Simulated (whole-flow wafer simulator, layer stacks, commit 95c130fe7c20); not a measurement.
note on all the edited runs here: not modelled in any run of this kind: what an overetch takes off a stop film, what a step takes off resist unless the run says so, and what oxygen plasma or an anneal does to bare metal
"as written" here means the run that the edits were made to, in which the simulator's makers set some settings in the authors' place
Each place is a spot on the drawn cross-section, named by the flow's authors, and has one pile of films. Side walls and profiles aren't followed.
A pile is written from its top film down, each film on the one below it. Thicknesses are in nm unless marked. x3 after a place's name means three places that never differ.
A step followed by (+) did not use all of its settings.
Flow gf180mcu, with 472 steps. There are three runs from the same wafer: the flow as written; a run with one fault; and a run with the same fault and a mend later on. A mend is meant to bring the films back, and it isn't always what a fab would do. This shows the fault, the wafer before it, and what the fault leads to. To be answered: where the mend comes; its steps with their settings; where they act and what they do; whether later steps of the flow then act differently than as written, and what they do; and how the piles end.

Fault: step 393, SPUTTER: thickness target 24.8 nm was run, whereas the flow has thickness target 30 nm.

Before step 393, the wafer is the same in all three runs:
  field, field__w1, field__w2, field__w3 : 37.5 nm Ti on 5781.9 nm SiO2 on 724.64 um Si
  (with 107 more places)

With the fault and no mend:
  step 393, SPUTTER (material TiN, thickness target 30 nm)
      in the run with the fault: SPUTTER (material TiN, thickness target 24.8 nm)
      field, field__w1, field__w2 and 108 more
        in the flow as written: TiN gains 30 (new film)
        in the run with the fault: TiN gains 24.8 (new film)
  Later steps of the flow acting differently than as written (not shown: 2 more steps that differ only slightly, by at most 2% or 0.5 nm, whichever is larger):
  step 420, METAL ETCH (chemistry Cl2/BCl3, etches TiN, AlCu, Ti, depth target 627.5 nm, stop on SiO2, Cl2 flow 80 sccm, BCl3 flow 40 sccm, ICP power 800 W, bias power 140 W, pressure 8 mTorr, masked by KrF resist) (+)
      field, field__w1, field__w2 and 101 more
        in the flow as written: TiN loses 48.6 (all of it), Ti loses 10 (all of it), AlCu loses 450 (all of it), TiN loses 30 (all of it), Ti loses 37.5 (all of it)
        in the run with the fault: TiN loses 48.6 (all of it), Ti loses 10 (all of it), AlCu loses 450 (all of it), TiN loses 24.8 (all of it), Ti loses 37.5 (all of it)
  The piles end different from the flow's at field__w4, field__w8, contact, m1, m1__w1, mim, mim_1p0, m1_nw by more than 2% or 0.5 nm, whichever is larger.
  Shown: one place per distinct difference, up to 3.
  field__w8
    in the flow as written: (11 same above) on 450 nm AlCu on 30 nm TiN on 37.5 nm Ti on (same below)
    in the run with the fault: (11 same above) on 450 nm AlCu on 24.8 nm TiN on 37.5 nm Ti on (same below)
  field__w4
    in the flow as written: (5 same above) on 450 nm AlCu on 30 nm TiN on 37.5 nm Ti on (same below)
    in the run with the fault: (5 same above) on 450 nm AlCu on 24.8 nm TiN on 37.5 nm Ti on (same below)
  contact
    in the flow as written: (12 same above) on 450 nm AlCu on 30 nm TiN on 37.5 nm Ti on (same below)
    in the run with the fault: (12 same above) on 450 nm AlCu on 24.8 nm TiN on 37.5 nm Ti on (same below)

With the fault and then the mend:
  After step 393 comes the mend.
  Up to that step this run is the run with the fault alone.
  step 393a, SPUTTER (material TiN, thickness target 5.2 nm) (a further turn of the flow's step 393, with different settings)
      field, field__w1, field__w2 and 108 more
        TiN gains 5.2
  Every later step of the flow that is run acts as written at every place that is followed.
  By the end, the piles equal the flow's at every place that both follow.
